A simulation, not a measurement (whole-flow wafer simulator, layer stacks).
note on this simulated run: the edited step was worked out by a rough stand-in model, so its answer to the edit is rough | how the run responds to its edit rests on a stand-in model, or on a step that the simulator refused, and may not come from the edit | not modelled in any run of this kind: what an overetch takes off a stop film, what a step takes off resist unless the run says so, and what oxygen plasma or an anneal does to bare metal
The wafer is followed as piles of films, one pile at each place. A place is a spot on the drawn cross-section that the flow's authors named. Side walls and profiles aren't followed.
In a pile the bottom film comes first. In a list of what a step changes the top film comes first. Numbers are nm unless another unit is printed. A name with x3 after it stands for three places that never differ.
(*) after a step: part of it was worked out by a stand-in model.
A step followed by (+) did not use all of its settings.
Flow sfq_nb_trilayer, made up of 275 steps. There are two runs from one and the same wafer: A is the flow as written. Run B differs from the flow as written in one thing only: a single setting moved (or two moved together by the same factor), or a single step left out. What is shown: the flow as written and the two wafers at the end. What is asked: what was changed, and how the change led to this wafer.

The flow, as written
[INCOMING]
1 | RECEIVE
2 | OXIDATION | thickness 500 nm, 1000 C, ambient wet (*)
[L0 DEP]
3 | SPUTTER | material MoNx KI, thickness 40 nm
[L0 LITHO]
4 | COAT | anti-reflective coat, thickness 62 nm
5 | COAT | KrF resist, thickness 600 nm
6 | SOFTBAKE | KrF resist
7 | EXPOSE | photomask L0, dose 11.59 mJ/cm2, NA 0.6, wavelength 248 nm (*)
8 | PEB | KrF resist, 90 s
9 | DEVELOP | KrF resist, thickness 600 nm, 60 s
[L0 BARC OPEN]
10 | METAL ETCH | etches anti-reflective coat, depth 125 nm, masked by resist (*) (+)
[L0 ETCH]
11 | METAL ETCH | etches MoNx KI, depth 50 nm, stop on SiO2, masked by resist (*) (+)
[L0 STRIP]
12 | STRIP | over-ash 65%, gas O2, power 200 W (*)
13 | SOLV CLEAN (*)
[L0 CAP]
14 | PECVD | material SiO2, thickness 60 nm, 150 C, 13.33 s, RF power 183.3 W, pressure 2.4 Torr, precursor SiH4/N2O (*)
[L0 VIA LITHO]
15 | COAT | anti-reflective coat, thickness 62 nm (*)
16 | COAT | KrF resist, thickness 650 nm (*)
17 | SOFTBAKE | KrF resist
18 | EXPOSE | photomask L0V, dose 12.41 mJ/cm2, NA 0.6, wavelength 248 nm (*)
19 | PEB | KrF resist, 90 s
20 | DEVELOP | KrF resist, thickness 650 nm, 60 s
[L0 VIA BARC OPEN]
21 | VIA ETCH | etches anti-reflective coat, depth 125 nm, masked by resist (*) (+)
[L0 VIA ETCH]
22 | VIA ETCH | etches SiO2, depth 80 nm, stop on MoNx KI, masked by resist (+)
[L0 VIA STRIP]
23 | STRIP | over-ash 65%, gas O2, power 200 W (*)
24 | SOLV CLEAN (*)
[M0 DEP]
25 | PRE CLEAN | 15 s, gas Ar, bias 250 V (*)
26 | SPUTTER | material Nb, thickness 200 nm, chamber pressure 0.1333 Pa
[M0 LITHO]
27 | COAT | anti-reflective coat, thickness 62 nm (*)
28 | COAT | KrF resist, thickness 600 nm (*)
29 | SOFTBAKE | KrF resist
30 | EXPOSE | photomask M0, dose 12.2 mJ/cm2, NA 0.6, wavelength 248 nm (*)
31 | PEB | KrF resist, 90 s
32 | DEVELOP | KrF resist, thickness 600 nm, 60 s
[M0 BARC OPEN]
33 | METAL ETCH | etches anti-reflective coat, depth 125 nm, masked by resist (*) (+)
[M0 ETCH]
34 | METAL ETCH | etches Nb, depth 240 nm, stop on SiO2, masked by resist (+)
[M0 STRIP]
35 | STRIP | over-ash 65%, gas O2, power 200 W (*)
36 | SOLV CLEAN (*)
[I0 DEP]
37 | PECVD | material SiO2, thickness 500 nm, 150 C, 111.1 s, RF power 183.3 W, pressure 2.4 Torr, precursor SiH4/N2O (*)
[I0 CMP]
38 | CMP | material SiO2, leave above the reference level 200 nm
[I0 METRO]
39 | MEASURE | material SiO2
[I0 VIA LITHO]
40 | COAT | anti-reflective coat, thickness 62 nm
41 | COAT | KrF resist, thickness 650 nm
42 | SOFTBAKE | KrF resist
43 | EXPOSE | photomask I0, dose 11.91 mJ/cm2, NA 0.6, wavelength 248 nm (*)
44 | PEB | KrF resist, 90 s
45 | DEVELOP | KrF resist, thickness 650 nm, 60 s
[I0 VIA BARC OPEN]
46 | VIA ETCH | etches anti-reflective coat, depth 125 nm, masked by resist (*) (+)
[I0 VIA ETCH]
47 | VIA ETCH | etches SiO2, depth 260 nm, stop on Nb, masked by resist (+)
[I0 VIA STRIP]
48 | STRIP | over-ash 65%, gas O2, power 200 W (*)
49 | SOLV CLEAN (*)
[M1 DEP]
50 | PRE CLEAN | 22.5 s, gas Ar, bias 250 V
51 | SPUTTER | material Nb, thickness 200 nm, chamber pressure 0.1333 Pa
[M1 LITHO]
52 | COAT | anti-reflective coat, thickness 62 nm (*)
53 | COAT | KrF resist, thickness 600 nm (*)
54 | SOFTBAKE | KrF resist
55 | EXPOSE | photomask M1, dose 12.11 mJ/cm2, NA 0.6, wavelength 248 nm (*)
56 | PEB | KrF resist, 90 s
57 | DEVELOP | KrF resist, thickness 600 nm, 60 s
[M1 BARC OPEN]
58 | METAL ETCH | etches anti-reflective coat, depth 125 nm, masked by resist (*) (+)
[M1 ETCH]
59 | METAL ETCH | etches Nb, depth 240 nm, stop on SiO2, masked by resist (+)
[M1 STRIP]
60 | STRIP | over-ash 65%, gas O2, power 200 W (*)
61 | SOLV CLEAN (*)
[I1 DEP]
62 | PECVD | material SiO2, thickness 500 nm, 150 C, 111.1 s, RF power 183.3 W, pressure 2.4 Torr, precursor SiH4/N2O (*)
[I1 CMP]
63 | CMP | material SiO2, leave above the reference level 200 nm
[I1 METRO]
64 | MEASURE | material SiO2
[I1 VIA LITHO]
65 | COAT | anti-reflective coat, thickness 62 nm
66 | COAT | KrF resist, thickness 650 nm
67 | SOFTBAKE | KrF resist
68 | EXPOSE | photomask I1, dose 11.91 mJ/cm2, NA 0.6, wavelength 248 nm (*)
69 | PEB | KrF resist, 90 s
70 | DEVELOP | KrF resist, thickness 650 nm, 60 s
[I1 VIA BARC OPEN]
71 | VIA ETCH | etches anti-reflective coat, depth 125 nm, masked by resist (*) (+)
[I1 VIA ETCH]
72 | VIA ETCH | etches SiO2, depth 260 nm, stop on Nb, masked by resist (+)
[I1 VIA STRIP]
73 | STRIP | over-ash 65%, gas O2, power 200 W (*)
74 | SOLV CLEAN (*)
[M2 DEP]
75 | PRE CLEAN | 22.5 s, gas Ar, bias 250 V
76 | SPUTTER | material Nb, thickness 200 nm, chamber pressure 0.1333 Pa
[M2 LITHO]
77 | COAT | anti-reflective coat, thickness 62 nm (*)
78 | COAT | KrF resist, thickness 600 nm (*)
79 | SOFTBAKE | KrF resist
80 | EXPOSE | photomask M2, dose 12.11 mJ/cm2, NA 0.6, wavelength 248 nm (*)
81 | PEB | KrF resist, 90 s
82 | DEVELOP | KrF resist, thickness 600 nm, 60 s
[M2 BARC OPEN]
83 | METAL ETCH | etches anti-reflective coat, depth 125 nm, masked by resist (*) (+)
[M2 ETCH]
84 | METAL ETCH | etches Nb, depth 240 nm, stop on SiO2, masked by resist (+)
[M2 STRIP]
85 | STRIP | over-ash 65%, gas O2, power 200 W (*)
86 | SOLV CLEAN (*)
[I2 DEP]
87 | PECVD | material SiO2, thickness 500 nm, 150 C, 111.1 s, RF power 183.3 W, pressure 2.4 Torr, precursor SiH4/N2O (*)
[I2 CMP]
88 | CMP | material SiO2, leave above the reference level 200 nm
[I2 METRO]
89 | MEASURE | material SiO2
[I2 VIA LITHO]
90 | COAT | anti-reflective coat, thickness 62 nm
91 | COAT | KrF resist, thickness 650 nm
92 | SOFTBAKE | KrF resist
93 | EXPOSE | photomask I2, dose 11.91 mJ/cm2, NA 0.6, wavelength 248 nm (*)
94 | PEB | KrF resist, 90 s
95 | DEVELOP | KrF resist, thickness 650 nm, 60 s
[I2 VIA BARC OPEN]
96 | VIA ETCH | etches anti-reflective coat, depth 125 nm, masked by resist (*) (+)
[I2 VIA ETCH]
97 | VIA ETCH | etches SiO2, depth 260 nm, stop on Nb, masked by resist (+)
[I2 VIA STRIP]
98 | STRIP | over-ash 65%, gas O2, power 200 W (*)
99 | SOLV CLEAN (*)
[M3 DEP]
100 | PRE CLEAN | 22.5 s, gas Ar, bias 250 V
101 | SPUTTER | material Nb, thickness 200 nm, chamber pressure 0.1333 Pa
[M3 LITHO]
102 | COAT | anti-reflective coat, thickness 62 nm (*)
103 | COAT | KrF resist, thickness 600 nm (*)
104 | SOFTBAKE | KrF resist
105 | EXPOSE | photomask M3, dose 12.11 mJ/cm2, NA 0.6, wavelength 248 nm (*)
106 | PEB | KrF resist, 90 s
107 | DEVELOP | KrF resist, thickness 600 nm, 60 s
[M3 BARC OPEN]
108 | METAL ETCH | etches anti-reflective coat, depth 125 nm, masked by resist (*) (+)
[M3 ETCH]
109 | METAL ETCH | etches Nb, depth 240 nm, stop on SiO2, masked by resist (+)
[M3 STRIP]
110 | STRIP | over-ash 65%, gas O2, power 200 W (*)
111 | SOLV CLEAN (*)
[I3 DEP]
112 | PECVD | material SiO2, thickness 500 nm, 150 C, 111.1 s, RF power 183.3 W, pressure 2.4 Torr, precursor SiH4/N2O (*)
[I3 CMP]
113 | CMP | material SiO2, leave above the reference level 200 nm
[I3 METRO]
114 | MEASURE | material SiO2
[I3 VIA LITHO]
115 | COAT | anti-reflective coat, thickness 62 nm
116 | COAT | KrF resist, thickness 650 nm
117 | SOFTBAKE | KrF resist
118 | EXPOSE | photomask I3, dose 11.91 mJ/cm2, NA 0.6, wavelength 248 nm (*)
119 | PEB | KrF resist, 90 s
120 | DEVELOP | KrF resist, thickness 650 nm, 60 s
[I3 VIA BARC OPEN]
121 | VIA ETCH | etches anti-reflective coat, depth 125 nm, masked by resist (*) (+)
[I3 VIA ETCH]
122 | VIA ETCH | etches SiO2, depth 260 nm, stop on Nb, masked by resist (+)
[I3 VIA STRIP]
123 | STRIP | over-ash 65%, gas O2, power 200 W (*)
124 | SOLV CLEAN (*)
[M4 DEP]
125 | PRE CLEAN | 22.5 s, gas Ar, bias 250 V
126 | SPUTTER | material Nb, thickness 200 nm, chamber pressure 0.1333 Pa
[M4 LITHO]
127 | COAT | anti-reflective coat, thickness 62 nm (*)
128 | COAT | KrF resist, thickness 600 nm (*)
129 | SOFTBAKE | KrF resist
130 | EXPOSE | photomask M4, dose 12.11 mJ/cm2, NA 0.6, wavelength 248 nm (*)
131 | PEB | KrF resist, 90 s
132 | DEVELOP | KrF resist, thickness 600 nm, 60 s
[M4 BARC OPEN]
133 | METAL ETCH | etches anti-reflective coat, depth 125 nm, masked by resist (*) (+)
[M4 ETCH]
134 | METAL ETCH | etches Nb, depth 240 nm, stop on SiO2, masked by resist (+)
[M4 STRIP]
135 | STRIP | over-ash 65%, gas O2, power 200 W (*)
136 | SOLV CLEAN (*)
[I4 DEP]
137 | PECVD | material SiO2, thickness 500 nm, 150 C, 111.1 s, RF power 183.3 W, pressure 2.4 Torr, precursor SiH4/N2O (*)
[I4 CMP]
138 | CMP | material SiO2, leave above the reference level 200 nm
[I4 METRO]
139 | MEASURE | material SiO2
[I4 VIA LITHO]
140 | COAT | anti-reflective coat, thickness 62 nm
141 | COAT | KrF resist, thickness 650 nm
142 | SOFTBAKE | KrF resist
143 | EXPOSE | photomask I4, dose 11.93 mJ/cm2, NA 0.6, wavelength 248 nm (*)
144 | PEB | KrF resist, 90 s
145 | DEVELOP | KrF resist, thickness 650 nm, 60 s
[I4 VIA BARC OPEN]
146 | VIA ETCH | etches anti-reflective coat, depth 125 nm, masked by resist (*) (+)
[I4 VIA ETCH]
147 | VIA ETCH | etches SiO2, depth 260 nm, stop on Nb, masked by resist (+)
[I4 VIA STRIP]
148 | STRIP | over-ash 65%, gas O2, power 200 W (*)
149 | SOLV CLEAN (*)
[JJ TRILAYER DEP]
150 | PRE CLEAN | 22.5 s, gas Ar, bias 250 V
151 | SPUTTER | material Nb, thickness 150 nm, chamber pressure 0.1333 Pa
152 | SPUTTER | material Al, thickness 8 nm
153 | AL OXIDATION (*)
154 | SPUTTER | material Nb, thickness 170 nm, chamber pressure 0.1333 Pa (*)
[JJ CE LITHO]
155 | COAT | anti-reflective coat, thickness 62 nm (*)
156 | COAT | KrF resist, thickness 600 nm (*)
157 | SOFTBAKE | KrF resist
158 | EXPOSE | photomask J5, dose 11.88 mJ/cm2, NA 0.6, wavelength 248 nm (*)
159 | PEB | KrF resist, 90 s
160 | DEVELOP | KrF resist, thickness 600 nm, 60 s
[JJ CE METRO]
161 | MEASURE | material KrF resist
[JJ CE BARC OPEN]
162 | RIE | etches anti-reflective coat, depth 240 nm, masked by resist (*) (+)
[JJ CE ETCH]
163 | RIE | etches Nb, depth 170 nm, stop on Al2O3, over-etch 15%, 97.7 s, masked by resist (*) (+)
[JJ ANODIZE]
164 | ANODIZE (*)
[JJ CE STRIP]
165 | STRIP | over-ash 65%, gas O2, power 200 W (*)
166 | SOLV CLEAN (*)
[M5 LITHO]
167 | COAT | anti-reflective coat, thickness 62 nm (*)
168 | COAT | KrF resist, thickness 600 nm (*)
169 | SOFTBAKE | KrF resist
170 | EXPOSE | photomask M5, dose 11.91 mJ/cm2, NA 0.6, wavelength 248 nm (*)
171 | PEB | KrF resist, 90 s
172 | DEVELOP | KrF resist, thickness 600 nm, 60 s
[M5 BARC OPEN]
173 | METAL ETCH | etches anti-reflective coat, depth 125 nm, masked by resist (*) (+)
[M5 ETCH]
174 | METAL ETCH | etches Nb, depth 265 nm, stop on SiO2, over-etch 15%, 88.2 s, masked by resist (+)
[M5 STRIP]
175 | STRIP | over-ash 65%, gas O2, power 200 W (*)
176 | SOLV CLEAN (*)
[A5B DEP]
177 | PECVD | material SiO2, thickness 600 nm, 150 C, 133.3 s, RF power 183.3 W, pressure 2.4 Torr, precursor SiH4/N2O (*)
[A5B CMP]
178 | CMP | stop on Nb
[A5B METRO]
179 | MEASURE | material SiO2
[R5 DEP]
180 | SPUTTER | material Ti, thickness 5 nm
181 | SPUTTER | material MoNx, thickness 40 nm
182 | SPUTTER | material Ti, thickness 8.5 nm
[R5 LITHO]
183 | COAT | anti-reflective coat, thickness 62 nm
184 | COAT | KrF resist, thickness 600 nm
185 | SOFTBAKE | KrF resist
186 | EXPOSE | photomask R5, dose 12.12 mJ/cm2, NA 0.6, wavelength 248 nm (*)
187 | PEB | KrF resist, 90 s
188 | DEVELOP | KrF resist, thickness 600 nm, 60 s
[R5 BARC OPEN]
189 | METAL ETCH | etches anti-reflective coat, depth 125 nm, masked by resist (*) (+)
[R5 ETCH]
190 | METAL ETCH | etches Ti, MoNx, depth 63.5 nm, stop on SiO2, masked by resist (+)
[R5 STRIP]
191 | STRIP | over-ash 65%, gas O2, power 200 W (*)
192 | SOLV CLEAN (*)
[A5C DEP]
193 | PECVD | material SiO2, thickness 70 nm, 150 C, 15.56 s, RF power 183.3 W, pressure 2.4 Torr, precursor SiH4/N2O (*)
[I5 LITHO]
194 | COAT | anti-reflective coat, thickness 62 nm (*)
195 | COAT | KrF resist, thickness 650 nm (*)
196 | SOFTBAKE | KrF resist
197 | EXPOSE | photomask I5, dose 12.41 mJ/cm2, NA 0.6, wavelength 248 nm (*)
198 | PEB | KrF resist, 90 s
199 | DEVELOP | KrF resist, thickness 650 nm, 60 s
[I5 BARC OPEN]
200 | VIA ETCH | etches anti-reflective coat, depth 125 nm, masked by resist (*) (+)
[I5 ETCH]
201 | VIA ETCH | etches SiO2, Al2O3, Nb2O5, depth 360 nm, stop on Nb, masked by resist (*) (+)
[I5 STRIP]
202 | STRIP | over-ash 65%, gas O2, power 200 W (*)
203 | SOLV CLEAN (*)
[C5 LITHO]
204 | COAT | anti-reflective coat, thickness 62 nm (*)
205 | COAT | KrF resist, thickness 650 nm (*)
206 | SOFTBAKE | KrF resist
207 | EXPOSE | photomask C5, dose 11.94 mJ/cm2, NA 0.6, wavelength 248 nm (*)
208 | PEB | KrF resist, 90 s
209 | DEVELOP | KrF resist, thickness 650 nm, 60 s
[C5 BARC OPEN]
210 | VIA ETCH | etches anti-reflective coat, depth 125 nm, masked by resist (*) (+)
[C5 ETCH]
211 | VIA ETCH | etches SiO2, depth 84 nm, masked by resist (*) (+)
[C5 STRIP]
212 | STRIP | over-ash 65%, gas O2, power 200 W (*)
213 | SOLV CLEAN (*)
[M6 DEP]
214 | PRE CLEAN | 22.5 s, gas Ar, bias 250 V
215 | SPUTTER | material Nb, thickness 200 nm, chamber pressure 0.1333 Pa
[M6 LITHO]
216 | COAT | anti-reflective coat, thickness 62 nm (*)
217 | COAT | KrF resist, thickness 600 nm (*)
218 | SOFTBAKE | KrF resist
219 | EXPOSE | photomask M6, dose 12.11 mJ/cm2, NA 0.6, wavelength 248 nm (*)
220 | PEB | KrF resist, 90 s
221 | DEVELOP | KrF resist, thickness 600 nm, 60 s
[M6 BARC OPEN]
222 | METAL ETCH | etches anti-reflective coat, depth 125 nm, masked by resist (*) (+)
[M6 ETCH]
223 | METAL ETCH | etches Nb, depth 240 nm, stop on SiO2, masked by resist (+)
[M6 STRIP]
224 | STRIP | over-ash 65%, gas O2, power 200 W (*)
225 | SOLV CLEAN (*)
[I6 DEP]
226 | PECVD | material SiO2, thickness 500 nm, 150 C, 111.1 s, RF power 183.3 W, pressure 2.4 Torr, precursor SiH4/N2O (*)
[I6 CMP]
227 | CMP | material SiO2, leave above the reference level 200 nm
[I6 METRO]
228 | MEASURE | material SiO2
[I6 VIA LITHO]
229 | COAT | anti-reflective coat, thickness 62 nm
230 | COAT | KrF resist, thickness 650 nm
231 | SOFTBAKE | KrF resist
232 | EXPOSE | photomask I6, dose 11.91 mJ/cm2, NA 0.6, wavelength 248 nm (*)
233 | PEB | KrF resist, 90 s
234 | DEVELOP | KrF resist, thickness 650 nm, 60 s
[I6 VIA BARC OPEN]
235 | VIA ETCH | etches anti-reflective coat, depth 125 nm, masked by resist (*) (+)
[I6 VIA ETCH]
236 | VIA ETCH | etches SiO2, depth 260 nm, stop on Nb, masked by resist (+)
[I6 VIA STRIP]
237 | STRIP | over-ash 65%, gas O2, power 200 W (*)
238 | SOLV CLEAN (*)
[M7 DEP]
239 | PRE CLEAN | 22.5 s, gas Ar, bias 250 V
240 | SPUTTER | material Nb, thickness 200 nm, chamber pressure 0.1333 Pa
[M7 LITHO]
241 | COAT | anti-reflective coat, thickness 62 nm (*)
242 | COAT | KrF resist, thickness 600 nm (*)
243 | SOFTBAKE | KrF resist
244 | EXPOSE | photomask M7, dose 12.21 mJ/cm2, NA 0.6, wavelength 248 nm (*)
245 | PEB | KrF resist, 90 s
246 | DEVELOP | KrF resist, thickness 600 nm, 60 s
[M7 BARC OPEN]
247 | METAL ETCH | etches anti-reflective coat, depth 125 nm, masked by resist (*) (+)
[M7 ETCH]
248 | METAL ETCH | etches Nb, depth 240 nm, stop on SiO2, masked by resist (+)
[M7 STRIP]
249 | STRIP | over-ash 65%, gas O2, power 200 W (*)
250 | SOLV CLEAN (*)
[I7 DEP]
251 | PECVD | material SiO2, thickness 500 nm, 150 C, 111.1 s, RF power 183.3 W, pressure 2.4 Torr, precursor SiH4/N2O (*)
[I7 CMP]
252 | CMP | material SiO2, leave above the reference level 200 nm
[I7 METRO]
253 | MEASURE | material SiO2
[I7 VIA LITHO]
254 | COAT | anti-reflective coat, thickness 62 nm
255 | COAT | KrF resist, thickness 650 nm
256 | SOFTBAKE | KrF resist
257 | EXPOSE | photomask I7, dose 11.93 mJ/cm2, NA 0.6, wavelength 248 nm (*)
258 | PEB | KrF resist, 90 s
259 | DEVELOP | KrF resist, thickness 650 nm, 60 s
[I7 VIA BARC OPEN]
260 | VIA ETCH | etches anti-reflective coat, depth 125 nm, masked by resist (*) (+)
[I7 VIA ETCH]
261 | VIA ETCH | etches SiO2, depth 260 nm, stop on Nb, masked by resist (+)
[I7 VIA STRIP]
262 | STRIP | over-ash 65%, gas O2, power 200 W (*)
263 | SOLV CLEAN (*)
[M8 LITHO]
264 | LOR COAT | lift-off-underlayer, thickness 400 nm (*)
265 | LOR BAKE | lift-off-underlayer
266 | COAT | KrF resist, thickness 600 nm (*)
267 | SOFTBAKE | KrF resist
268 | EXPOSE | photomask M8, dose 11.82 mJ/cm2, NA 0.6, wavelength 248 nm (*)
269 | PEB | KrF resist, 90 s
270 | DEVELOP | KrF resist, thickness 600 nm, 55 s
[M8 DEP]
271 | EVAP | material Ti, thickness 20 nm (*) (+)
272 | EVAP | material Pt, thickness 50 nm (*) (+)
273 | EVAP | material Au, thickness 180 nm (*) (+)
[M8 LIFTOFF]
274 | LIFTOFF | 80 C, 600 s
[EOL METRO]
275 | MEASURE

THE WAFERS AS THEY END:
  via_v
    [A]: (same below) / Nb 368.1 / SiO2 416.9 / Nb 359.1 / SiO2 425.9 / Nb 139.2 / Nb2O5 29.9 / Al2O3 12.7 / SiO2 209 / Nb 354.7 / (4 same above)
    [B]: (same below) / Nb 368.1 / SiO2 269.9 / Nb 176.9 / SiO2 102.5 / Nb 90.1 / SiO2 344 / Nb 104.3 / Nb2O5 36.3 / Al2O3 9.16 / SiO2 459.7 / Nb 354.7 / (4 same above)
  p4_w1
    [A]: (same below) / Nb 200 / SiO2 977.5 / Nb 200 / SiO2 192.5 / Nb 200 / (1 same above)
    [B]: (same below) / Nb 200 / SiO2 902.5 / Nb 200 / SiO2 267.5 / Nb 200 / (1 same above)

The reason: step 87, PECVD: thickness 325 nm was run, while the flow as written has thickness 500 nm; step 87, PECVD: 72.22 s was run, where the flow has 111.1 s.

How this came from the change, step by step:
  87 | PECVD | material SiO2, thickness 500 nm, 150 C, 111.1 s, RF power 183.3 W, pressure 2.4 Torr, precursor SiH4/N2O (*)
      field_l, be, be_sur and 81 more: A +500 SiO2 | B +325 SiO2
      v_sur, via_wl, via_w and 18 more: A +500 SiO2 (new film) | B +325 SiO2 (new film)
      (as well as at 1 more place)
  88 | CMP | material SiO2, leave above the reference level 200 nm
      field_l, be, be_sur and 81 more: A -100 SiO2 | B nothing
      via_v: A -181.6 SiO2 | B nothing
      (as well as at 21 more places)
  90 | COAT | anti-reflective coat, thickness 62 nm
      m0r_line_l, m0r_line_r, m6r_line_l, m6r_line_r, m7r_line_l, m7r_line_r: A +62 anti-reflective coat (new film) | B +63.6 anti-reflective coat (new film)
      wl_a_m6, wl_a_sr, wl_b_sl, wl_b_m5: A +62 anti-reflective coat (new film) | B +60.2 anti-reflective coat (new film)
      (as well as at 59 more places)
  91 | COAT | KrF resist, thickness 650 nm
      m0r_line_l, m6r_line_l, m7r_line_l: A +650 KrF resist (new film) | B +664.7 KrF resist (new film)
      m0r_line_r, m6r_line_r, m7r_line_r: A +650 KrF resist (new film) | B +664.6 KrF resist (new film)
      (as well as at 24 more places)
  95 | DEVELOP | KrF resist, thickness 650 nm, 60 s
      via_w: A -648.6 KrF resist (all of it) | B -621.1 KrF resist (all of it)
  96 | VIA ETCH | etches anti-reflective coat, depth 125 nm, masked by resist (*) (+)
      field_l, v_sur, via_wl and 102 more: A -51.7 KrF resist | B -46.5 KrF resist
      via_w: A -62 anti-reflective coat (all of it), -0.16 SiO2 | B -55.8 anti-reflective coat (all of it), -0.14 SiO2
  98 | STRIP | over-ash 65%, gas O2, power 200 W (*)
      m0r_line_l, m6r_line_l, m7r_line_l: A -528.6 KrF resist (all of it), -62 anti-reflective coat (all of it) | B -548.4 KrF resist (all of it), -63.6 anti-reflective coat (all of it)
      m0r_space_l, m6r_space_l, m7r_space_l: A -528.6 KrF resist (all of it), -62 anti-reflective coat (all of it) | B -542.1 KrF resist (all of it), -72.8 anti-reflective coat (all of it)
      (as well as at 66 more places)
  101 | SPUTTER | material Nb, thickness 200 nm, chamber pressure 0.1333 Pa
      via_v: A +200 Nb (new film) | B +176.9 Nb (new film)
  102 | COAT | anti-reflective coat, thickness 62 nm (*)
      m0r_line_l, m0r_line_r, m6r_line_l, m6r_line_r, m7r_line_l, m7r_line_r, m8r_gap_c: A +62 anti-reflective coat (new film) | B +63.6 anti-reflective coat (new film)
      m0r_space_l, m0r_space_r, m6r_space_l, m6r_space_r, m7r_space_l, m7r_space_r: A +62 anti-reflective coat (new film) | B +70.6 anti-reflective coat (new film)
      (as well as at 54 more places)
  103 | COAT | KrF resist, thickness 600 nm (*)
      m0r_line_l, m0r_line_r, m6r_line_l, m6r_line_r, m7r_line_l, m7r_line_r: A +600 KrF resist (new film) | B +612.9 KrF resist (new film)
      m5r_linepad_l, m5r_linepad_r: A +600 KrF resist (new film) | B +584 KrF resist (new film)
      (as well as at 27 more places)
  107 | DEVELOP | KrF resist, thickness 600 nm, 60 s
      m0r_line_l, m0r_line_r, m6r_line_l, m6r_line_r, m7r_line_l, m7r_line_r: A -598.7 KrF resist (all of it) | B -611.6 KrF resist (all of it)
      m5r_linepad_l, m5r_linepad_r: A -598.7 KrF resist (all of it) | B -582.8 KrF resist (all of it)
      (as well as at 14 more places)
  108 | METAL ETCH | etches anti-reflective coat, depth 125 nm, masked by resist (*) (+)
      v_sur, via_wl, via_w and 28 more: A -51.7 KrF resist | B -54.3 KrF resist
      m0r_line_l, m0r_line_r, m6r_line_l, m6r_line_r, m7r_line_l, m7r_line_r, m8r_gap_c: A -62 anti-reflective coat (all of it) | B -63.6 anti-reflective coat (all of it)
      (as well as at 38 more places)
  110 | STRIP | over-ash 65%, gas O2, power 200 W (*)
      wl_a_sl, wl_b_sr: A -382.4 KrF resist (all of it), -62 anti-reflective coat (all of it) | B -371.5 KrF resist (all of it), -60 anti-reflective coat (all of it)
      v_sur: A -365.3 KrF resist (all of it), -61.1 anti-reflective coat (all of it) | B -333.6 KrF resist (all of it), -47.4 anti-reflective coat (all of it)
      (as well as at 19 more places)
  112 | PECVD | material SiO2, thickness 500 nm, 150 C, 111.1 s, RF power 183.3 W, pressure 2.4 Torr, precursor SiH4/N2O (*)
      via_v: A +500 SiO2 (new film) | B +527.2 SiO2 (new film)
  113 | CMP | material SiO2, leave above the reference level 200 nm
      field_l, be, be_sur and 64 more: A -100 SiO2 | B -25 SiO2
      p4_w1, p4_w2, p4_w3 and 6 more: A -300 SiO2 | B -225 SiO2
      (as well as at 9 more places)
  122 | VIA ETCH | etches SiO2, depth 260 nm, stop on Nb, masked by resist (+)
      via_v: A -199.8 SiO2 (all of it) | B -260 SiO2
  ... another 24 steps ...
  178 | CMP | stop on Nb
      via_v: A -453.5 SiO2 | B -340.8 SiO2
If metal films that touch count as one body, via_v has 7 bodies (between them, from the top down: SiO2 437.8; SiO2 459.7 / Al2O3 9.16 / Nb2O5 36.3; SiO2 344; SiO2 102.5; SiO2 269.9; SiO2 192.5); the flow as written gives 6 bodies (between them, from the top down: SiO2 437.8; SiO2 209 / Al2O3 12.7 / Nb2O5 29.9; SiO2 425.9; SiO2 416.9; SiO2 192.5).
